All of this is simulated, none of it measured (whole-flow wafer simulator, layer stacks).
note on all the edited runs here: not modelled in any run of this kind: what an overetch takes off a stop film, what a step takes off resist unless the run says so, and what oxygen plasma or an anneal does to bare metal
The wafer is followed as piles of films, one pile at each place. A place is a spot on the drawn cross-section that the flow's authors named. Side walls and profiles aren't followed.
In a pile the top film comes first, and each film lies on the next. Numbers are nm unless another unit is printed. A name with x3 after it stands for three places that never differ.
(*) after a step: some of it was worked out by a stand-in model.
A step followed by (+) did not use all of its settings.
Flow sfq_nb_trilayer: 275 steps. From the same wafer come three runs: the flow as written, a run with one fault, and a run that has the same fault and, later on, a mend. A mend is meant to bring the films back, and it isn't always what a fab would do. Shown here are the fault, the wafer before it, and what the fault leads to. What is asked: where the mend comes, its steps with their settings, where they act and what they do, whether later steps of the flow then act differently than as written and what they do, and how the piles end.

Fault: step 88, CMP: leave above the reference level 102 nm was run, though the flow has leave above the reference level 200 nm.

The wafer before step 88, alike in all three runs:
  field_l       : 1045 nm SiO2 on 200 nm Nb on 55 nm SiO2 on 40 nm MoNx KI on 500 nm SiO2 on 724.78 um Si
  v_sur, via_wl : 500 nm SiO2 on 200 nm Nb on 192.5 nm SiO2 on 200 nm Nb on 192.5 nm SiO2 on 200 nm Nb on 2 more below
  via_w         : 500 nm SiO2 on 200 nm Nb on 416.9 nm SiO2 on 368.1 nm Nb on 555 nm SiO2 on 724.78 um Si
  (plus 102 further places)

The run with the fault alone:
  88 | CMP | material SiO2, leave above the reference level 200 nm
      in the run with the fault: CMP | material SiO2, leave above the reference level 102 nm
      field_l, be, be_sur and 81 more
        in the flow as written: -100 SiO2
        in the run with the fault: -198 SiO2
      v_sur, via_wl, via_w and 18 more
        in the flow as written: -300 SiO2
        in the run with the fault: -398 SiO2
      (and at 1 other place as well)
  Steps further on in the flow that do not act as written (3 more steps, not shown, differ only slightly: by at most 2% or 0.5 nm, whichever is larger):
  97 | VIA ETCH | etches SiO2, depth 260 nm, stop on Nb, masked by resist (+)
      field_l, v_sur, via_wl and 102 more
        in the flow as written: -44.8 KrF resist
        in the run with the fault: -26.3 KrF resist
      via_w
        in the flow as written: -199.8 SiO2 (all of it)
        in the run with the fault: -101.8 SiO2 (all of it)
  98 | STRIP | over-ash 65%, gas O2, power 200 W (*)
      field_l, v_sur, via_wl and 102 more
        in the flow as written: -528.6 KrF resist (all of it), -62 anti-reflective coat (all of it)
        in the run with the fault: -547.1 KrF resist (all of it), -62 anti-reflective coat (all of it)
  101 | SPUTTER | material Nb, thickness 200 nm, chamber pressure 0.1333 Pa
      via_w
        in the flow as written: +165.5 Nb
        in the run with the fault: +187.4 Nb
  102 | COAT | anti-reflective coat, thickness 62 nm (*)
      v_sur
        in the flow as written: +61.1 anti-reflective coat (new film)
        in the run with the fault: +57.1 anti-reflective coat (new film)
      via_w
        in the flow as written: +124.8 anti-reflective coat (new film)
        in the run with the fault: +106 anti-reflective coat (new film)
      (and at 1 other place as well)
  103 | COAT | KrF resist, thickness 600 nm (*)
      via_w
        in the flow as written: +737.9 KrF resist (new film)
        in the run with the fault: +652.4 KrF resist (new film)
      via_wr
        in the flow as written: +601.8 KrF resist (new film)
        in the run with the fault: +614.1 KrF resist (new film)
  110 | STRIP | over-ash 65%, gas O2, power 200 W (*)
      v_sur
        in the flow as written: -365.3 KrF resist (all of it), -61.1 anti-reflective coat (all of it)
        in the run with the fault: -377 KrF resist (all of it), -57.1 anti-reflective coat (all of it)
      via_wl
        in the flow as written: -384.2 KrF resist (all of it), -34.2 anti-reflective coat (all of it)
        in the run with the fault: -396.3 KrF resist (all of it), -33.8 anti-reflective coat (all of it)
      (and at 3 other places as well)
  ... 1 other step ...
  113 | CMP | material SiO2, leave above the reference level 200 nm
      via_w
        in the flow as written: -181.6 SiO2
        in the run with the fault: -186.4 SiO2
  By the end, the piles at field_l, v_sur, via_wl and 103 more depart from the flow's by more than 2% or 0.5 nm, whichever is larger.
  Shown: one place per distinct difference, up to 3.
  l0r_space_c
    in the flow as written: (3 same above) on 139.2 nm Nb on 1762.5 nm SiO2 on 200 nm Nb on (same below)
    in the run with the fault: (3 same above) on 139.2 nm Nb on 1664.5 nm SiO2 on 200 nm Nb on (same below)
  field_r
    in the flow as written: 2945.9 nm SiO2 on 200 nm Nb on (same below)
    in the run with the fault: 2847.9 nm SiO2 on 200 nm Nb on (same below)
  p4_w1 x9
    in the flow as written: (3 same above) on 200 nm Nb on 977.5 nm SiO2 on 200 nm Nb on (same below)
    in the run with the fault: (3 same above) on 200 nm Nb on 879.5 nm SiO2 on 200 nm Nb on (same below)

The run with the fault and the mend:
  After step 89 comes the mend.
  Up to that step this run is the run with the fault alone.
  89a | PECVD | material SiO2, thickness 98 nm, 150 C, 21.78 s, RF power 183.3 W, pressure 2.4 Torr, precursor SiH4/N2O (a further turn of the flow's step 87, with different settings)
      field_l, v_sur, via_wl and 103 more
        +98 SiO2
  None of the later steps of the flow acts differently than as written at any place that is followed.
  At every place that both follow, the piles at the end match the flow's.
